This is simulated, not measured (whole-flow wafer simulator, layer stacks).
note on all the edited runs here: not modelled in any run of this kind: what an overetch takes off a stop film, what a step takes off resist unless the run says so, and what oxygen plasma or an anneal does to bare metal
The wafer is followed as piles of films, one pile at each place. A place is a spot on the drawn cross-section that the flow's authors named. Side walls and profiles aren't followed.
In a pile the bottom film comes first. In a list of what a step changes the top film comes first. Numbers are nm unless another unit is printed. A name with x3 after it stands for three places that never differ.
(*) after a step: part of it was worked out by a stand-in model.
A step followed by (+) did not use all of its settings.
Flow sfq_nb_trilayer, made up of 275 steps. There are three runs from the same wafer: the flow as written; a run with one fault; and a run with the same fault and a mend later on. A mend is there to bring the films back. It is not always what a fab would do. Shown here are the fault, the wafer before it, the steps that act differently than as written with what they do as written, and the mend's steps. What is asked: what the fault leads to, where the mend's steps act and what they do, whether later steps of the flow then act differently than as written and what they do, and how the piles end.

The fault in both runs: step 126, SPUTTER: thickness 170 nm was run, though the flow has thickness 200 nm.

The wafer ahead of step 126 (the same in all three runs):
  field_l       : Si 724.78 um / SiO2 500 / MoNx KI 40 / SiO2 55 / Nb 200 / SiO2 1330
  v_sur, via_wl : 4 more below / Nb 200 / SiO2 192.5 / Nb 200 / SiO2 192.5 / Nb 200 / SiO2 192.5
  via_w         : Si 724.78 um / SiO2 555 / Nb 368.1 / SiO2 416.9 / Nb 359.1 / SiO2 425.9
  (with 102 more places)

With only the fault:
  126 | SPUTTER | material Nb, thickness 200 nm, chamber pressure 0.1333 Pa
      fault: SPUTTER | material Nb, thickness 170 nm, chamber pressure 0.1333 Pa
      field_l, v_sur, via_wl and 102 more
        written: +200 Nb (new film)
        fault: +170 Nb (new film)
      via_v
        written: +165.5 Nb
        fault: +140.5 Nb
  Later steps of the flow acting differently than as written (6 other steps are not shown; they differ only slightly, by no more than 2% or 0.5 nm, whichever is larger):
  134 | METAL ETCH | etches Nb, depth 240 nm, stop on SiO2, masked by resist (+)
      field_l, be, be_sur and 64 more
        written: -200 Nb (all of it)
        fault: -170 Nb (all of it)
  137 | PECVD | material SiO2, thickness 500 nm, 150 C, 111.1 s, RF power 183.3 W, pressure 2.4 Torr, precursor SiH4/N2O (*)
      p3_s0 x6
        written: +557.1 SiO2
        fault: +527.1 SiO2
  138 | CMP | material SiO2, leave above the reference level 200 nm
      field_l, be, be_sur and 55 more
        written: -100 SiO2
        fault: -130 SiO2
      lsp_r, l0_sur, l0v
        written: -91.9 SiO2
        fault: -123.1 SiO2
  By the end, the piles at v_sur, via_wl, via_w and 36 more depart from the flow's by more than 2% or 0.5 nm, whichever is larger.
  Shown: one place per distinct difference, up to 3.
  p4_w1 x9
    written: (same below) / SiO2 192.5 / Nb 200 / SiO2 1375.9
    fault: (same below) / SiO2 192.5 / Nb 170 / SiO2 1375.9
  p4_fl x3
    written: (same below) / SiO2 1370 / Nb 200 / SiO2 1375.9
    fault: (same below) / SiO2 1370 / Nb 170 / SiO2 1375.9
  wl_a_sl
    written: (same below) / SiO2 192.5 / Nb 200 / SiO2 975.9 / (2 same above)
    fault: (same below) / SiO2 192.5 / Nb 170 / SiO2 975.9 / (2 same above)

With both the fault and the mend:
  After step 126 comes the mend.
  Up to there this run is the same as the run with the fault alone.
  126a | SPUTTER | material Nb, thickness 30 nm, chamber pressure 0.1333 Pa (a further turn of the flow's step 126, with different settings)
      field_l, v_sur, via_wl and 102 more
        +30 Nb
      via_v
        +22.9 Nb
  Every later step of the flow that is run acts as written, at every place that is followed, to within 2% or 0.5 nm, whichever is larger.
  The piles end only slightly different from the flow's at the places that both follow, by no more than 2% or 0.5 nm, whichever is larger.
